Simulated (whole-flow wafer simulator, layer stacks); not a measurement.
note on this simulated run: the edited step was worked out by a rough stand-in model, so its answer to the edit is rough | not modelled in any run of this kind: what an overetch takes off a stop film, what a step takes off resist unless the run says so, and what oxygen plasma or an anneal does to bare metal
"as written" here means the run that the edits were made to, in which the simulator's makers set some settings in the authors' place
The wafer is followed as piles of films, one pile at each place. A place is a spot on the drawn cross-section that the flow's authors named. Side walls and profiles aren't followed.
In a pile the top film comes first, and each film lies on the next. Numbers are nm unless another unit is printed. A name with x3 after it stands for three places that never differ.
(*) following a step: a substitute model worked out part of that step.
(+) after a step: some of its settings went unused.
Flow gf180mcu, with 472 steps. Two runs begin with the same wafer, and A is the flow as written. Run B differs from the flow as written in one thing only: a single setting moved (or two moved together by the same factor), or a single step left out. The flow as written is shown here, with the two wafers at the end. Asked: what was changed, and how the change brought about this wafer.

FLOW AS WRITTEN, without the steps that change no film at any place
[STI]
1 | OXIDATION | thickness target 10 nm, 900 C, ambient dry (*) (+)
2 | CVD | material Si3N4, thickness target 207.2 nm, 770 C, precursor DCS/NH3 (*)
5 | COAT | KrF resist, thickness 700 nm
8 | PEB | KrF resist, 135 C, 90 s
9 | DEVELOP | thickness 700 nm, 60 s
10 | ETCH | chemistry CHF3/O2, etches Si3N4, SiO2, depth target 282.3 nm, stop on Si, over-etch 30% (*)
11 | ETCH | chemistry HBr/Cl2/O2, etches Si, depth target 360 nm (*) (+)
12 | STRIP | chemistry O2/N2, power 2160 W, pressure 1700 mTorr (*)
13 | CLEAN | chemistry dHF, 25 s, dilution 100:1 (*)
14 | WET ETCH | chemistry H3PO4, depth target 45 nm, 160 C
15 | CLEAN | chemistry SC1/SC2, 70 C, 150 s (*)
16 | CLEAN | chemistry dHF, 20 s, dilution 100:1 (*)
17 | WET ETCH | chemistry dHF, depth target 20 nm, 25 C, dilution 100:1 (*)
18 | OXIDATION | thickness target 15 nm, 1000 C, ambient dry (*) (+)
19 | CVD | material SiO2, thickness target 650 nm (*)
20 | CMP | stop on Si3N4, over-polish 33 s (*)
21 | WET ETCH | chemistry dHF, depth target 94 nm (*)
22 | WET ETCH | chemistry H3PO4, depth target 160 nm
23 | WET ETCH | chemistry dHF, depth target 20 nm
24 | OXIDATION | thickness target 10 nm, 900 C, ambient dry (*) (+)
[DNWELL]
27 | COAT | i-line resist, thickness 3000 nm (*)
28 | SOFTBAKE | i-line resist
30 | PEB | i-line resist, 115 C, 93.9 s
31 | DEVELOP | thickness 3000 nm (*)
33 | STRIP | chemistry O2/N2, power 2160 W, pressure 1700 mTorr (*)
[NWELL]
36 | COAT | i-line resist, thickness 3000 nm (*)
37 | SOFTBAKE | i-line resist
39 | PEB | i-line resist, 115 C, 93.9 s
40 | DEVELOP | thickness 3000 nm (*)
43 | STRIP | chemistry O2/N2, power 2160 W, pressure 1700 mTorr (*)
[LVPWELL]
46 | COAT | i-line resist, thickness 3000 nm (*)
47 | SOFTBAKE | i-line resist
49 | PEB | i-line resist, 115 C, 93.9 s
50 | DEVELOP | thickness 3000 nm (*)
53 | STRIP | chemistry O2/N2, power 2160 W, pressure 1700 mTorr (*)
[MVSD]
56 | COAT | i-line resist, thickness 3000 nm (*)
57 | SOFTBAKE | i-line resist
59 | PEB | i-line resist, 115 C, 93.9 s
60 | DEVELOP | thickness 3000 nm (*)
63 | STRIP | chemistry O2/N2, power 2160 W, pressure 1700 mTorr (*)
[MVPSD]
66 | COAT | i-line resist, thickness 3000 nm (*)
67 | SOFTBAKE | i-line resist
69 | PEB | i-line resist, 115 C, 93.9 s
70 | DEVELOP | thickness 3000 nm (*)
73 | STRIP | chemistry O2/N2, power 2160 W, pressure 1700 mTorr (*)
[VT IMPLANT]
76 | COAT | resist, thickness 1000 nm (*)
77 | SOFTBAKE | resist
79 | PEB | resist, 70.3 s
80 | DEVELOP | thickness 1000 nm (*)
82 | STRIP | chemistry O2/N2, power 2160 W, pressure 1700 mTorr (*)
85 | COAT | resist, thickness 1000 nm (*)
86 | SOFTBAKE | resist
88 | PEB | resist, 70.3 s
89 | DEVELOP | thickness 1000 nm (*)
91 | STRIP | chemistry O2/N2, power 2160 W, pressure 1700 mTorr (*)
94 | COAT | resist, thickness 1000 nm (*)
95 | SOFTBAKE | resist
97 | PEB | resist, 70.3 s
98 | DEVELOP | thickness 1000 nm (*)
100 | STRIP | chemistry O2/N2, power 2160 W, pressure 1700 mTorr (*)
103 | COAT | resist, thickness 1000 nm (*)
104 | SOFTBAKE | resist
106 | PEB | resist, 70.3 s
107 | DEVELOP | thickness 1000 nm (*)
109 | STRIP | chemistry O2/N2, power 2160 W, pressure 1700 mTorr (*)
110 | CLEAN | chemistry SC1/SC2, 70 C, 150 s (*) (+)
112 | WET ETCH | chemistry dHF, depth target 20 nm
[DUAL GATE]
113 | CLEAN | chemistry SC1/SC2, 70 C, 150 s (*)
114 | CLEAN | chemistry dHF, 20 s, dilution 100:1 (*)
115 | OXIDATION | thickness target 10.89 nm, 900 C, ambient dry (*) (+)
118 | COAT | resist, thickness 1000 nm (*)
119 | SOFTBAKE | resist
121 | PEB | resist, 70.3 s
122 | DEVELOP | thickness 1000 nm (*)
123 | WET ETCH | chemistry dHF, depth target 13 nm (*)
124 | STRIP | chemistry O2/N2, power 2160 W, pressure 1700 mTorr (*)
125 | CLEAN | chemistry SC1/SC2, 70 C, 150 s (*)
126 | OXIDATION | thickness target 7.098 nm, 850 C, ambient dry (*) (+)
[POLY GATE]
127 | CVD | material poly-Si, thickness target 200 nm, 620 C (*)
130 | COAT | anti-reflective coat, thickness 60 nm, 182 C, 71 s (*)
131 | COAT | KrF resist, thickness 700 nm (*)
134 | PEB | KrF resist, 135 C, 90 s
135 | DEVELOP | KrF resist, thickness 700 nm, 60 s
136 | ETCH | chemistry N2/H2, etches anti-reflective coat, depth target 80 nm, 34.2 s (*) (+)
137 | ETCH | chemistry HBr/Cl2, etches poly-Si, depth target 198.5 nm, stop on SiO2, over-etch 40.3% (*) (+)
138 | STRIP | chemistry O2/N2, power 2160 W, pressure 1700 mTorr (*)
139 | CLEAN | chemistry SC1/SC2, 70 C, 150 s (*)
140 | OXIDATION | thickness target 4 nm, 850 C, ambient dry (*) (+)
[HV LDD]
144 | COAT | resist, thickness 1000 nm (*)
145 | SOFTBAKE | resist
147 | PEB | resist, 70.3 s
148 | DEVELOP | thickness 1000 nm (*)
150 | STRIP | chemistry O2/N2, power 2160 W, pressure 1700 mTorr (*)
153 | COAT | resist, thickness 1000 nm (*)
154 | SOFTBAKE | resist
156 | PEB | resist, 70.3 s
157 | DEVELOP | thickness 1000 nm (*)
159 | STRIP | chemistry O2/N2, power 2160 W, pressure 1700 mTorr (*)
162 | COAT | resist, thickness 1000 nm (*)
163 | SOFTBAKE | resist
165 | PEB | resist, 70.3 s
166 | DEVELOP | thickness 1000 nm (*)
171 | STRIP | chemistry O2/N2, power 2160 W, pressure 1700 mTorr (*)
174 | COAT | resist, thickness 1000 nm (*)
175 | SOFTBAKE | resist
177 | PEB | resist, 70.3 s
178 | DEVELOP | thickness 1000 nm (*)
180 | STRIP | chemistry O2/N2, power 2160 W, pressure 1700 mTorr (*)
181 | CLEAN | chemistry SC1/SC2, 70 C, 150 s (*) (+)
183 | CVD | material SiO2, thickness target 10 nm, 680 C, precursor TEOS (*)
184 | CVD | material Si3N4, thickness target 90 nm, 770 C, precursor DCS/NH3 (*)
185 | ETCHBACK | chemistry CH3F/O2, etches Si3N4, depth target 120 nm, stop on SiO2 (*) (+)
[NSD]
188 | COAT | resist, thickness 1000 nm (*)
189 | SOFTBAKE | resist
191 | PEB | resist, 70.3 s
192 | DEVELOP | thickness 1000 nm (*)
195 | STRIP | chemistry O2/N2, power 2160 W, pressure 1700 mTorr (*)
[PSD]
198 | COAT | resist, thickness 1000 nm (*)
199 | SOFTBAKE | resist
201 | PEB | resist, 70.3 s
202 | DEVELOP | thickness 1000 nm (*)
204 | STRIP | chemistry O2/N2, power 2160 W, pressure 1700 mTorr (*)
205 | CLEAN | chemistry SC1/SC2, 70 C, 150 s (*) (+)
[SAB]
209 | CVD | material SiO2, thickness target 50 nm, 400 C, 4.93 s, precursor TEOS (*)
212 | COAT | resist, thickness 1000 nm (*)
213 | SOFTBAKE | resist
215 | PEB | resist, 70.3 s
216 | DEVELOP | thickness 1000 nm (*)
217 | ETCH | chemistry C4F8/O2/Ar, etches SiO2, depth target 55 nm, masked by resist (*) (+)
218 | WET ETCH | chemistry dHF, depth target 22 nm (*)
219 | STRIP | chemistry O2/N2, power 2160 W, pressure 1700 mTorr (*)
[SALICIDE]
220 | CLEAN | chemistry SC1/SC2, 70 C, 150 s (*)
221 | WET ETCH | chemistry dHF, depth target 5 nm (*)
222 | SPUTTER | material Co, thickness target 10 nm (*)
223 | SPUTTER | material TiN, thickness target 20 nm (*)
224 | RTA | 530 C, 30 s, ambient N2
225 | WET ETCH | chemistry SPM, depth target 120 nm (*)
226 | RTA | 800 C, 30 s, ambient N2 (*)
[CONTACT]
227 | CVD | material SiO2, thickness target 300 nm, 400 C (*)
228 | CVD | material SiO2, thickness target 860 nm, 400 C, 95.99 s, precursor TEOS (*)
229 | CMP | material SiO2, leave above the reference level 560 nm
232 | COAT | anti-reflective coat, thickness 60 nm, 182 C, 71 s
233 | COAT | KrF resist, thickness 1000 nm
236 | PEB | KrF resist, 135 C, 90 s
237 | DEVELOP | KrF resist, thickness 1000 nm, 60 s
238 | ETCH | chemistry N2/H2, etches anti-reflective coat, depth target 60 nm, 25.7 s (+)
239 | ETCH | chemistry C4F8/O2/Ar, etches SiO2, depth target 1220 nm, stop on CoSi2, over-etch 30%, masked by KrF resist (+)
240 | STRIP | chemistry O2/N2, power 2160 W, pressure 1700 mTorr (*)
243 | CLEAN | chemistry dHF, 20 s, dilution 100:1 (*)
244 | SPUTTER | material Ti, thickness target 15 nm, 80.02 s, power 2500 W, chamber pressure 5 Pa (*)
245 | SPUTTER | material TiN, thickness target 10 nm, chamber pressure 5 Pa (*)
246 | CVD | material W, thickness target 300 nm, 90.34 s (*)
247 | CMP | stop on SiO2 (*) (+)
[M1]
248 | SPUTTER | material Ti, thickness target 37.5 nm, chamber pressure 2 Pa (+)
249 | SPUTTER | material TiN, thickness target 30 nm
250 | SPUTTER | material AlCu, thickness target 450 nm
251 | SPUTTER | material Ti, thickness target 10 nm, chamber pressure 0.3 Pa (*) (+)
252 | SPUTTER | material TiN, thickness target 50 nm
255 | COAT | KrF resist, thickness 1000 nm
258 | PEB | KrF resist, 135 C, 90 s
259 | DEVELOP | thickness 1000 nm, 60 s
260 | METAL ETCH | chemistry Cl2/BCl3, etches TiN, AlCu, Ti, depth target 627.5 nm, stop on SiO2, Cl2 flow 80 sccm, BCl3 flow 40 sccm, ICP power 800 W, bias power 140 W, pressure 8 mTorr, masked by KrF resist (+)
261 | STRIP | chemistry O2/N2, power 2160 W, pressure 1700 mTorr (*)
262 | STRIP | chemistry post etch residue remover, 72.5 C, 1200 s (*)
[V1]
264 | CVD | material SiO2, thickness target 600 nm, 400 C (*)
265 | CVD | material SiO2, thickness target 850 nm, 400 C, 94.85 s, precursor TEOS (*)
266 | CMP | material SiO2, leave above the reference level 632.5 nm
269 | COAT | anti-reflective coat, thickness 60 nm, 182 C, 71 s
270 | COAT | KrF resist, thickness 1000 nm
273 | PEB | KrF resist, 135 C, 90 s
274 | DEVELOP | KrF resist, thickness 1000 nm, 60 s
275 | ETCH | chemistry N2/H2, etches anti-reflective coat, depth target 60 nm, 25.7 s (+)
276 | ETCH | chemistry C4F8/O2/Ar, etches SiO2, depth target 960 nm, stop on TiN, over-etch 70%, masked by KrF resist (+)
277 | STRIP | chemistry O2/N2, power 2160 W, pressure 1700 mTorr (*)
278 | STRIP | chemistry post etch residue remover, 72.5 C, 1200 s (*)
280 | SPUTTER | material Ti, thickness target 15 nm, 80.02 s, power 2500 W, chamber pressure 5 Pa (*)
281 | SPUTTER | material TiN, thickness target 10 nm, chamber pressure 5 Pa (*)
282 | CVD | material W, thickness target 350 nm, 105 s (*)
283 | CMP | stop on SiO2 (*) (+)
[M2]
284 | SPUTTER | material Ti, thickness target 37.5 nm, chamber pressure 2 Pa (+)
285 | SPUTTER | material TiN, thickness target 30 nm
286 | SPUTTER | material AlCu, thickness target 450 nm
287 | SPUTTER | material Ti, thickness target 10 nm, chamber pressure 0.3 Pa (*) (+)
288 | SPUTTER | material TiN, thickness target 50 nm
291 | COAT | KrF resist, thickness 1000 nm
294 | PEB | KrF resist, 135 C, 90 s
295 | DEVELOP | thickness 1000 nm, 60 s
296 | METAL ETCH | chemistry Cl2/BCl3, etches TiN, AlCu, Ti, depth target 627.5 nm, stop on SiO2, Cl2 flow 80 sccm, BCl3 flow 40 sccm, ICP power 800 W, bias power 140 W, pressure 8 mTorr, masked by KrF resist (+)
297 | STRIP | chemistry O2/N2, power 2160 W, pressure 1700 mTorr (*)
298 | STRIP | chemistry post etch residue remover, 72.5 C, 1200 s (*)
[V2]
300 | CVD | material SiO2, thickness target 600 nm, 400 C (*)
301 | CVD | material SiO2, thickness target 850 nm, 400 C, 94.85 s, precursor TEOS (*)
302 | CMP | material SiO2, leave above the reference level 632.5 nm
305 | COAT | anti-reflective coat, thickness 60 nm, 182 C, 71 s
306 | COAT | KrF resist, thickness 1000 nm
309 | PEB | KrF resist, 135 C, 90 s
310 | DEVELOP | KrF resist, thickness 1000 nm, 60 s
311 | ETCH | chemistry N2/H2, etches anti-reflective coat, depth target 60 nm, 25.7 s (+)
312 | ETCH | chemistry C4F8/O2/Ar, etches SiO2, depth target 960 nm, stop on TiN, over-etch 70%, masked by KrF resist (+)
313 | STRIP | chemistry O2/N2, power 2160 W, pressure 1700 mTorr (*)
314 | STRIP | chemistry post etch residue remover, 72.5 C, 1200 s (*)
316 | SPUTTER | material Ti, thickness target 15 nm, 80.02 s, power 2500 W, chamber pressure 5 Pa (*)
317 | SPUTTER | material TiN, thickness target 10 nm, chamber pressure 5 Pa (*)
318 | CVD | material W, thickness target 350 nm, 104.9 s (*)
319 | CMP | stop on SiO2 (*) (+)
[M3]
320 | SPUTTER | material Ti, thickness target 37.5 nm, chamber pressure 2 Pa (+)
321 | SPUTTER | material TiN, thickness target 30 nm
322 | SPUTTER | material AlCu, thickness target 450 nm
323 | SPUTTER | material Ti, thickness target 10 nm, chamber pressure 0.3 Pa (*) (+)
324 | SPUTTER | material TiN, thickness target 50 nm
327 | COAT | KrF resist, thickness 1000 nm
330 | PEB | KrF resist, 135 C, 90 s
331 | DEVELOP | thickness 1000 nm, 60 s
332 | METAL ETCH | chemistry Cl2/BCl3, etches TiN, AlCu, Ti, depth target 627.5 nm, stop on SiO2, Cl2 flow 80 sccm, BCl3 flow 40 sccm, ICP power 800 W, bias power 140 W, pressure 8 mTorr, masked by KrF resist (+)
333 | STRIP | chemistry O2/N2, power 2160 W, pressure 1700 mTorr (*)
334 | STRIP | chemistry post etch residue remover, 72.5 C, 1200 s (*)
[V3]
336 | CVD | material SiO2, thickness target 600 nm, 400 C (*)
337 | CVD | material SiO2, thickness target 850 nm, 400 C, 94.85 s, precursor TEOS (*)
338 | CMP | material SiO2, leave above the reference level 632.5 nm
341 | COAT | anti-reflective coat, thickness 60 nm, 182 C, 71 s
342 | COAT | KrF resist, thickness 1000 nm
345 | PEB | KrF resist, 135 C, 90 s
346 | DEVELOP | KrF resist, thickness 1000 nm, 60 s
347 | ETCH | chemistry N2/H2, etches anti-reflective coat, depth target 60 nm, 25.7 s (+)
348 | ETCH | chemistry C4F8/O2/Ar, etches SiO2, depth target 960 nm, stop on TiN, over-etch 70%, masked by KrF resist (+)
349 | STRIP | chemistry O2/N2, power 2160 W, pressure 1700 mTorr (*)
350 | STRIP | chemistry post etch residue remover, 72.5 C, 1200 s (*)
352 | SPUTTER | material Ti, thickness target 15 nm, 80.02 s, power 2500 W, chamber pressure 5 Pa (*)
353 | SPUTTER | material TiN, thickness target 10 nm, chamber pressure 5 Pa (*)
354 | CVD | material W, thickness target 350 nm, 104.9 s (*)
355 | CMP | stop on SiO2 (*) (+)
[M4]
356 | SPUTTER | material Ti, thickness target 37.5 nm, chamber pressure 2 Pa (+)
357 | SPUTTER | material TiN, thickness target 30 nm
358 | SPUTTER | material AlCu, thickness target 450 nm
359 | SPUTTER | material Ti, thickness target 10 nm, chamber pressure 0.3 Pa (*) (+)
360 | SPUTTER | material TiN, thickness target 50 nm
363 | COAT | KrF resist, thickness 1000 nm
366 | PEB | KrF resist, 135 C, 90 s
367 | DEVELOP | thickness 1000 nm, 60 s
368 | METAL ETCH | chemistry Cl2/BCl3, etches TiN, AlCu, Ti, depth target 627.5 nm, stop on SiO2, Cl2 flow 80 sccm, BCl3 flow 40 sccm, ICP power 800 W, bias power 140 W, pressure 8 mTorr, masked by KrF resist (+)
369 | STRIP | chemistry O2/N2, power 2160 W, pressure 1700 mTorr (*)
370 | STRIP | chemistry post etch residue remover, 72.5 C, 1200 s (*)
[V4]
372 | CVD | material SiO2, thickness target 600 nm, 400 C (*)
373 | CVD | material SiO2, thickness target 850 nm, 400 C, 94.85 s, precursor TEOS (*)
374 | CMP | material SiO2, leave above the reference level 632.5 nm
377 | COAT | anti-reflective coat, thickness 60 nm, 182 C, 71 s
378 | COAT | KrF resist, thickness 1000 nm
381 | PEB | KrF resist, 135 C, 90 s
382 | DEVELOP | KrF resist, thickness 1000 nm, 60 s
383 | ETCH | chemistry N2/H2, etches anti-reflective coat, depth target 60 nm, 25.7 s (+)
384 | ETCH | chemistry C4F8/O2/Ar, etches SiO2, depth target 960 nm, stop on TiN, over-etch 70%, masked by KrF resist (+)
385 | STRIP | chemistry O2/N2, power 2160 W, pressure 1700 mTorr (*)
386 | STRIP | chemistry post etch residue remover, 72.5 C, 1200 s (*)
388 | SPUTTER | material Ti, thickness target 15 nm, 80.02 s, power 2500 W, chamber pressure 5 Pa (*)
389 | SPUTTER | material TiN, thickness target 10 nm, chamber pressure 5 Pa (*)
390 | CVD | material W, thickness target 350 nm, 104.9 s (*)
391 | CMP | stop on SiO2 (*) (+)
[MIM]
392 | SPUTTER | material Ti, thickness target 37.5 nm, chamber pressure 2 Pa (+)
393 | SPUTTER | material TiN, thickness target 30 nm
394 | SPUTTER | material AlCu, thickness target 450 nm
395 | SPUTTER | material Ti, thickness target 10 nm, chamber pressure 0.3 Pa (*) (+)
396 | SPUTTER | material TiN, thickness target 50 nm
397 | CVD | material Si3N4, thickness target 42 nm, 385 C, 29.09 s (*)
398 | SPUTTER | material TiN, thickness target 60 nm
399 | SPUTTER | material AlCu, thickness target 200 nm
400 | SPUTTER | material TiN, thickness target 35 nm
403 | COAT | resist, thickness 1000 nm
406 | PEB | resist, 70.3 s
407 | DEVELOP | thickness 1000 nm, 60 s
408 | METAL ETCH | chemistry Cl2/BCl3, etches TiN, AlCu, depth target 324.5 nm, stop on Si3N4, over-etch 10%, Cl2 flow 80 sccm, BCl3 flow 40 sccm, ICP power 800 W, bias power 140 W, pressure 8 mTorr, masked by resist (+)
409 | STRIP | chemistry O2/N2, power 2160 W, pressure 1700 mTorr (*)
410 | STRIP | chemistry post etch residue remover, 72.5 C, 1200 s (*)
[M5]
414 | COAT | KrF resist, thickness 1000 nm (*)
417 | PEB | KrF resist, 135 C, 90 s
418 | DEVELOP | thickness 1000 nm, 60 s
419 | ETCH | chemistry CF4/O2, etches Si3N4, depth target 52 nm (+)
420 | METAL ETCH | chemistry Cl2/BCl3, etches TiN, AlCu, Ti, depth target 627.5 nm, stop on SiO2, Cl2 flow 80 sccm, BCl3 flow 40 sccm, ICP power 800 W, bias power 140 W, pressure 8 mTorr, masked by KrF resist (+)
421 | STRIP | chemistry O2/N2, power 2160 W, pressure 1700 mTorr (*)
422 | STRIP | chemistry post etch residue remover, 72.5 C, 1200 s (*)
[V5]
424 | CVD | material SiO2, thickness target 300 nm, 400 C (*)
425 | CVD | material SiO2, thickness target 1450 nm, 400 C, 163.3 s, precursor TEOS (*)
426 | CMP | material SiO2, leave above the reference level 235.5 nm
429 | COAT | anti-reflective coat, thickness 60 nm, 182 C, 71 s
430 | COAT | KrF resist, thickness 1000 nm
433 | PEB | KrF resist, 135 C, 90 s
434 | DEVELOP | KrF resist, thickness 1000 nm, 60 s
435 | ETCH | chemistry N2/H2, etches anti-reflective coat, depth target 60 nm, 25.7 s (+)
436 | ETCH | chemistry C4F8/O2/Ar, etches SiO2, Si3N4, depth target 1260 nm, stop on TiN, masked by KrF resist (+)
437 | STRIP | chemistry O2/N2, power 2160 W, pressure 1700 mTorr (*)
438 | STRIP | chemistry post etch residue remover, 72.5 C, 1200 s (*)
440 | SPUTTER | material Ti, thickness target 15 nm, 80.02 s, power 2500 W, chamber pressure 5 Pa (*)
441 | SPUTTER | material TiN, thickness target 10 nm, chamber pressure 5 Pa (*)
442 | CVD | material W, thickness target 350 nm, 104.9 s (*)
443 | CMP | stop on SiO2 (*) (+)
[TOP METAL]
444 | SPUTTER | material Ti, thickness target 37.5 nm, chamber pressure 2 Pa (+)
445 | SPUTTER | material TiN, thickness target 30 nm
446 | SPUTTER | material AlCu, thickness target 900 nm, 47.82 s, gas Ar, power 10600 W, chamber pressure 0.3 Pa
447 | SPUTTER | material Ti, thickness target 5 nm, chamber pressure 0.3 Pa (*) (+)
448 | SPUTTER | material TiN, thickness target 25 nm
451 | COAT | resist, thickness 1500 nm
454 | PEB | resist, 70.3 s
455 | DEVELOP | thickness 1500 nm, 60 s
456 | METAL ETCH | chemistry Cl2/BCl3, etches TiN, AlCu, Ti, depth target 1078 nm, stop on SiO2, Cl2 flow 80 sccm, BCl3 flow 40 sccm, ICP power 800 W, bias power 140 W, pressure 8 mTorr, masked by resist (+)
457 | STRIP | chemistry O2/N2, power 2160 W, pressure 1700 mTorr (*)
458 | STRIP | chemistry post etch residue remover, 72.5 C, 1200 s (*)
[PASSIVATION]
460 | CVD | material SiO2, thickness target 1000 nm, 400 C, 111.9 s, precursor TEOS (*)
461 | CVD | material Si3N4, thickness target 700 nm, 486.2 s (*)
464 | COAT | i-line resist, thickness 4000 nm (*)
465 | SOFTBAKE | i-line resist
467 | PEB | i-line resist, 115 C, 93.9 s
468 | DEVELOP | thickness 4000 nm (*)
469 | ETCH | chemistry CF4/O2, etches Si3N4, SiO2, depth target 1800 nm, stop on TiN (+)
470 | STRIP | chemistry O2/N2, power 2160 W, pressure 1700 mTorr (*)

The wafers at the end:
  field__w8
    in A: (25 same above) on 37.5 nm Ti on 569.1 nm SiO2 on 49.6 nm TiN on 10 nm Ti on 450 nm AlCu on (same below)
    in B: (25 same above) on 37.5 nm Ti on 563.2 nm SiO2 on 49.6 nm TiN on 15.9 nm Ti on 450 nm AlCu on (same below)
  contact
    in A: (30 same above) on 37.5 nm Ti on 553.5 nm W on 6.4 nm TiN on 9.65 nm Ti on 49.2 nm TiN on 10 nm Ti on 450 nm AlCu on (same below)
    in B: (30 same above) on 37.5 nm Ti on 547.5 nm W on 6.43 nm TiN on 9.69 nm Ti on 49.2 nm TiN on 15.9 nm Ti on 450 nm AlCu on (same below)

The reason: step 287, SPUTTER: thickness target 15.9 nm was run, though the flow has thickness target 10 nm.
The wafer lets one read it off: field__w8 has Ti 15.9, and step 287 as written asks for 10 nm.

The path from the change to this, step by step:
  287 | SPUTTER | material Ti, thickness target 10 nm, chamber pressure 0.3 Pa (*) (+)
      field, field__w1, field__w2 and 108 more: A +10 Ti (new film) | B +15.9 Ti (new film)
  296 | METAL ETCH | chemistry Cl2/BCl3, etches TiN, AlCu, Ti, depth target 627.5 nm, stop on SiO2, Cl2 flow 80 sccm, BCl3 flow 40 sccm, ICP power 800 W, bias power 140 W, pressure 8 mTorr, masked by KrF resist (+)
      field, field__w1, field__w2 and 103 more: A -50 TiN (all of it), -10 Ti (all of it), -450 AlCu (all of it), -30 TiN (all of it), -37.5 Ti (all of it) | B -50 TiN (all of it), -15.9 Ti (all of it), -450 AlCu (all of it), -30 TiN (all of it), -37.5 Ti (all of it)
